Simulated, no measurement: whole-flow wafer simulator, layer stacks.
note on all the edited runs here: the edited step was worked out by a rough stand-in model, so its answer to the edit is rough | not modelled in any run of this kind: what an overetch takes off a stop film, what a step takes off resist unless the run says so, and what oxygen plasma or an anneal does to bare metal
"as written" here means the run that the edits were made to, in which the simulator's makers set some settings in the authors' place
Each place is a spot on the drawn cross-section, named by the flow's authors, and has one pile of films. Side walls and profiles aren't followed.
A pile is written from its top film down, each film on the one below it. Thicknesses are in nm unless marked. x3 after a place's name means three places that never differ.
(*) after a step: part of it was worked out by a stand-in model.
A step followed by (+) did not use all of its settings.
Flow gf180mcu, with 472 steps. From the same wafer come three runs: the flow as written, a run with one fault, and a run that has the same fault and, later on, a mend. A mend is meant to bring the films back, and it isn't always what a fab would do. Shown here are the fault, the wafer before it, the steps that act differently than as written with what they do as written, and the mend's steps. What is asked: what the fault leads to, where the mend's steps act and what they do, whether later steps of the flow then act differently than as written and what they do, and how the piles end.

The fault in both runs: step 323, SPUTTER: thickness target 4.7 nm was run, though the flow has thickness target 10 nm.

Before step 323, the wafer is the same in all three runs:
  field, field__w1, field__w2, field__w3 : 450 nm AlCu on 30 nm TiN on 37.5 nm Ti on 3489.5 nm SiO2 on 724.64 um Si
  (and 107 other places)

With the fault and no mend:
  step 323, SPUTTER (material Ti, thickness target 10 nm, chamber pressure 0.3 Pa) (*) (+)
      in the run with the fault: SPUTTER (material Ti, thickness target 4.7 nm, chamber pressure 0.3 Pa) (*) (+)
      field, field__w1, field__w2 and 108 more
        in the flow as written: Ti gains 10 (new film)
        in the run with the fault: Ti gains 4.7 (new film)
  Later steps of the flow acting differently than as written (5 other steps are not shown; they differ only slightly, by no more than 2% or 0.5 nm, whichever is larger):
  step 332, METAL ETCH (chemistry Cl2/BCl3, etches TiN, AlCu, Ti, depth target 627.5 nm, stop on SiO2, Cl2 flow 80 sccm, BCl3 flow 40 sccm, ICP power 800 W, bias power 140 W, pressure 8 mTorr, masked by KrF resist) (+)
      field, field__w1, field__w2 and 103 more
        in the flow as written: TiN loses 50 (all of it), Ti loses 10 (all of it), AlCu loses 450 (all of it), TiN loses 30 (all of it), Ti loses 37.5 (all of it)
        in the run with the fault: TiN loses 50 (all of it), Ti loses 4.7 (all of it), AlCu loses 450 (all of it), TiN loses 30 (all of it), Ti loses 37.5 (all of it)
  By the end, the piles at field__w8, contact, m1, m1__w1, m1_nw depart from the flow's by more than 2% or 0.5 nm, whichever is larger.
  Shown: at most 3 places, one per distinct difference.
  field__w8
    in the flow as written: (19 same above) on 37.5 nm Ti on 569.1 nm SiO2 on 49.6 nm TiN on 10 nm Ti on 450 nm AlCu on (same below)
    in the run with the fault: (19 same above) on 37.5 nm Ti on 574.4 nm SiO2 on 49.6 nm TiN on 4.7 nm Ti on 450 nm AlCu on (same below)
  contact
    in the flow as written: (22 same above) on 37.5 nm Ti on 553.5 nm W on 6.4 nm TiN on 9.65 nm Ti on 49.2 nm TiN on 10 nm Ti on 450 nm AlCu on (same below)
    in the run with the fault: (22 same above) on 37.5 nm Ti on 558.8 nm W on 6.38 nm TiN on 9.62 nm Ti on 49.2 nm TiN on 4.7 nm Ti on 450 nm AlCu on (same below)

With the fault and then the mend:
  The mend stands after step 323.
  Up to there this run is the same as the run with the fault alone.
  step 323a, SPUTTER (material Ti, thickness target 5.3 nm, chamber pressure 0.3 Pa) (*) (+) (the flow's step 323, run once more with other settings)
      field, field__w1, field__w2 and 108 more
        Ti gains 5.3
  Every later step of the flow that is run acts as written at every place that is followed.
  By the end, the piles equal the flow's at every place that both follow.
